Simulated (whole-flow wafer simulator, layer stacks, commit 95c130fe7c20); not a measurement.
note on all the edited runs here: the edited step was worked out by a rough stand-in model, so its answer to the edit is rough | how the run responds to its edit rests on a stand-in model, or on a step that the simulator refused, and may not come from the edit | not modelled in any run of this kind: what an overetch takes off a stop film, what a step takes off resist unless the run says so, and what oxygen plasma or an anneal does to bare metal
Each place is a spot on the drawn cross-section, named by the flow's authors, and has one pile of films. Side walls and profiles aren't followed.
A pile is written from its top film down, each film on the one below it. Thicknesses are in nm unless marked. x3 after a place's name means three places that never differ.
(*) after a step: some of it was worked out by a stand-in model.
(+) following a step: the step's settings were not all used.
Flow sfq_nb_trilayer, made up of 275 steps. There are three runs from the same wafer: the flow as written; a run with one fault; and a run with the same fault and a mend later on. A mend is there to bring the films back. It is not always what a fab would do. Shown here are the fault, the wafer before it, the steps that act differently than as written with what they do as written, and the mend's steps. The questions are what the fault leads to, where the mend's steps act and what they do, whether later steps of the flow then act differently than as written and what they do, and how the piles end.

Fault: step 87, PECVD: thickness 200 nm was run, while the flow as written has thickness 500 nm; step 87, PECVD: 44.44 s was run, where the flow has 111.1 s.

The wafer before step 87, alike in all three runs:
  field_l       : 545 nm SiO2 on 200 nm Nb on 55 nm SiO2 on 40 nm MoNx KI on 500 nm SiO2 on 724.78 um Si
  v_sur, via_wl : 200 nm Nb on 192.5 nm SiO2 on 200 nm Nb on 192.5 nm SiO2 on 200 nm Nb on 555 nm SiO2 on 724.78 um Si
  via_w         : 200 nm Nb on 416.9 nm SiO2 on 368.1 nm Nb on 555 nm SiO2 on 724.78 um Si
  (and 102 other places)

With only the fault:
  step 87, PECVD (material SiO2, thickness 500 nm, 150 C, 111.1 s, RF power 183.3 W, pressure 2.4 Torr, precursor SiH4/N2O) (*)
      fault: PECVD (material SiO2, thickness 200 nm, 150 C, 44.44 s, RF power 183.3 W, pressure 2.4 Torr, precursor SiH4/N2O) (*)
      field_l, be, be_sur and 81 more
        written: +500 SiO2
        fault: +200 SiO2
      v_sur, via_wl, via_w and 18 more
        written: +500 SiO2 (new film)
        fault: +200 SiO2 (new film)
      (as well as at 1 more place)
  Steps further on in the flow that do not act as written (not shown: 11 more steps that differ only slightly, by at most 2% or 0.5 nm, whichever is larger):
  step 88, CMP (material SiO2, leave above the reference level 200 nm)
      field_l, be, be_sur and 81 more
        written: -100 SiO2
        fault: nothing
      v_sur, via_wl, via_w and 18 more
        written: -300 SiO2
        fault: nothing
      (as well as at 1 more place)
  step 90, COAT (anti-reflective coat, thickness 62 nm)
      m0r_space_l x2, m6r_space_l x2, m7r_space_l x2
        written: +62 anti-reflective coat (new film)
        fault: +81.5 anti-reflective coat (new film)
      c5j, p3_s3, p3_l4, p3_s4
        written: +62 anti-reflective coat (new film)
        fault: +64.1 anti-reflective coat (new film)
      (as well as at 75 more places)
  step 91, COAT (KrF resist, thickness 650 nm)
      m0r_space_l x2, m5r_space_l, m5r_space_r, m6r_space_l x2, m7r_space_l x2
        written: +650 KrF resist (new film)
        fault: +677.3 KrF resist (new film)
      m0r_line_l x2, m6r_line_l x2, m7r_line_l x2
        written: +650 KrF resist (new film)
        fault: +687.3 KrF resist (new film)
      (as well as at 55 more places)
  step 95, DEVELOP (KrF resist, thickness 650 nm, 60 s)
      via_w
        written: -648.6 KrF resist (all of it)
        fault: -578 KrF resist (all of it)
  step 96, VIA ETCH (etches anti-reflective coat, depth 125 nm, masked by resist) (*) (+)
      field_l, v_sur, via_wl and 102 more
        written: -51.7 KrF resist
        fault: -38.3 KrF resist
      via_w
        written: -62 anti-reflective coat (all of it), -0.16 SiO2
        fault: -46 anti-reflective coat (all of it), -0.12 SiO2
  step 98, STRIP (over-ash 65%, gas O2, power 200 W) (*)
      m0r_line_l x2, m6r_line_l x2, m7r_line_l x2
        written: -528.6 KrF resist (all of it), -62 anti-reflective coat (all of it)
        fault: -579.2 KrF resist (all of it), -61.5 anti-reflective coat (all of it)
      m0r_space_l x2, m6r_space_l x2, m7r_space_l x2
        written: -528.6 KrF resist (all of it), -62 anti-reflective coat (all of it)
        fault: -569.2 KrF resist (all of it), -81.5 anti-reflective coat (all of it)
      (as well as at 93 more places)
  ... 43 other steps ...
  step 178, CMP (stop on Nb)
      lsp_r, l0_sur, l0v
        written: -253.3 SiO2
        fault: -244.9 SiO2
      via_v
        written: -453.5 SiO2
        fault: -340.8 SiO2
  The piles end different from the flow's at via_v, ln_m5, lsp_m and 19 more by more than 2% or 0.5 nm, whichever is larger.
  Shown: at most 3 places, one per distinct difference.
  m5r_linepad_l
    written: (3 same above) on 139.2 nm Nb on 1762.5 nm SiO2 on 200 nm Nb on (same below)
    fault: (3 same above) on 139.2 nm Nb on 965.8 nm SiO2 on 19.2 nm Nb on 777.5 nm SiO2 on 200 nm Nb on (same below)
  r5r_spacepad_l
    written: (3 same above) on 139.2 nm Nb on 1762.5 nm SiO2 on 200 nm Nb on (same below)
    fault: (3 same above) on 139.2 nm Nb on 965.7 nm SiO2 on 19.3 nm Nb on 777.5 nm SiO2 on 200 nm Nb on (same below)
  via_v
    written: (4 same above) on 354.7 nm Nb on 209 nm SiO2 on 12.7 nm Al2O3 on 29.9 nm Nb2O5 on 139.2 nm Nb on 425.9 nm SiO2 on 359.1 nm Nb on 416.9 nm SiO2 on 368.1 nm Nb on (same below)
    fault: (4 same above) on 354.7 nm Nb on 494.2 nm SiO2 on 8.78 nm Al2O3 on 36.9 nm Nb2O5 on 99.2 nm Nb on 336.7 nm SiO2 on 67.7 nm Nb on 227.2 nm SiO2 on 154.8 nm Nb on 167.3 nm SiO2 on 368.1 nm Nb on (same below)

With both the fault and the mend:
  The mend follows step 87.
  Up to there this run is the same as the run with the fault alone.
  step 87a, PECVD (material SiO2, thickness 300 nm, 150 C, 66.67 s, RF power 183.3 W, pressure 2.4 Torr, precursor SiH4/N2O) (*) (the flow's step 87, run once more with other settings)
      field_l, v_sur, via_wl and 102 more
        +300 SiO2
      via_v
        +406.7 SiO2
  Steps further on in the flow that do not act as written:
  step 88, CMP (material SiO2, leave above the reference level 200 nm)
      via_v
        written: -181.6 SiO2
        mend: -157.1 SiO2
  By the end, the piles equal the flow's at every place that both follow.
